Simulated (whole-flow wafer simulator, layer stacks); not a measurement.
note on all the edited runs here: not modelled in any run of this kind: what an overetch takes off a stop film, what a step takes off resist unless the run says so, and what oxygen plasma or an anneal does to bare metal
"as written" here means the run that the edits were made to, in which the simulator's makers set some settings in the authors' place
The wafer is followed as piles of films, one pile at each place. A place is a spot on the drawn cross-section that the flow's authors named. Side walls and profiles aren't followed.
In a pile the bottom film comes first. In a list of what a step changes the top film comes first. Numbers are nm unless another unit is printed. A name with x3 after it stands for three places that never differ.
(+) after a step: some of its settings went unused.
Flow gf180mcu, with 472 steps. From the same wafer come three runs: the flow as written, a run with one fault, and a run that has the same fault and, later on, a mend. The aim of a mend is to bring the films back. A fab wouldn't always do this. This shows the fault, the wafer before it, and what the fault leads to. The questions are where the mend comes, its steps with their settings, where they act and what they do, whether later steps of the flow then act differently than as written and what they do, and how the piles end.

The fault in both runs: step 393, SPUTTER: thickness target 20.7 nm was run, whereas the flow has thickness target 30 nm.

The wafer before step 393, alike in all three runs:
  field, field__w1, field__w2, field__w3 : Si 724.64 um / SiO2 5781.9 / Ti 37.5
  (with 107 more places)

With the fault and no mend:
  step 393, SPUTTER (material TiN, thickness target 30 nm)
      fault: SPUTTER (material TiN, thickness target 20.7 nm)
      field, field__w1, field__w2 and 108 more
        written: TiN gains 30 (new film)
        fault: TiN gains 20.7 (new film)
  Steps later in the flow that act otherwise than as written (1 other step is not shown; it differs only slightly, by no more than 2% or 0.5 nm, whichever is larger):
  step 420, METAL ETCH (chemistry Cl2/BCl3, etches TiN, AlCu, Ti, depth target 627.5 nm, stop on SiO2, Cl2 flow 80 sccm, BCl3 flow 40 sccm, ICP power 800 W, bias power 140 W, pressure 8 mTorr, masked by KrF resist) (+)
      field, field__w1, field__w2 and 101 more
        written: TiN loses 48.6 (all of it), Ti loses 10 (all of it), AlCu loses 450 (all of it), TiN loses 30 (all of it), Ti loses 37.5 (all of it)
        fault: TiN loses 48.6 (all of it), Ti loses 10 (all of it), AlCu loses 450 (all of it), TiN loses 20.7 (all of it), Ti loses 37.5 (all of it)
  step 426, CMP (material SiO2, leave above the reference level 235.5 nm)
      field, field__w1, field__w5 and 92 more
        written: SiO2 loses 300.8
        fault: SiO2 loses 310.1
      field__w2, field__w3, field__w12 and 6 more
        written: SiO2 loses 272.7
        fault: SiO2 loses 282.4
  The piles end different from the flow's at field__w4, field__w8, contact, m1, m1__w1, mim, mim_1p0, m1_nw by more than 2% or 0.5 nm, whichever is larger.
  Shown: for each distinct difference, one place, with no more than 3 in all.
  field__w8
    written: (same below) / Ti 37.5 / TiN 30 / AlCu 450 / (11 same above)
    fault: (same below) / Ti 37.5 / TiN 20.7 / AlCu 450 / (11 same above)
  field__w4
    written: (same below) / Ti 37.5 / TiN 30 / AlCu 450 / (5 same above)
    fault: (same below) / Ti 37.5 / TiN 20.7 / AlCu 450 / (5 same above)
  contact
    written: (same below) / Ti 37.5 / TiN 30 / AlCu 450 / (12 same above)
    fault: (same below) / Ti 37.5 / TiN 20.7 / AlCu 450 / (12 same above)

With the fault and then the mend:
  The mend follows step 393.
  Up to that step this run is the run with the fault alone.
  step 393a, SPUTTER (material TiN, thickness target 9.3 nm) (the flow's step 393 again, with other settings)
      field, field__w1, field__w2 and 108 more
        TiN gains 9.3
  None of the later steps of the flow acts differently than as written at any place that is followed.
  The piles end the same as the flow's at every place that both follow.
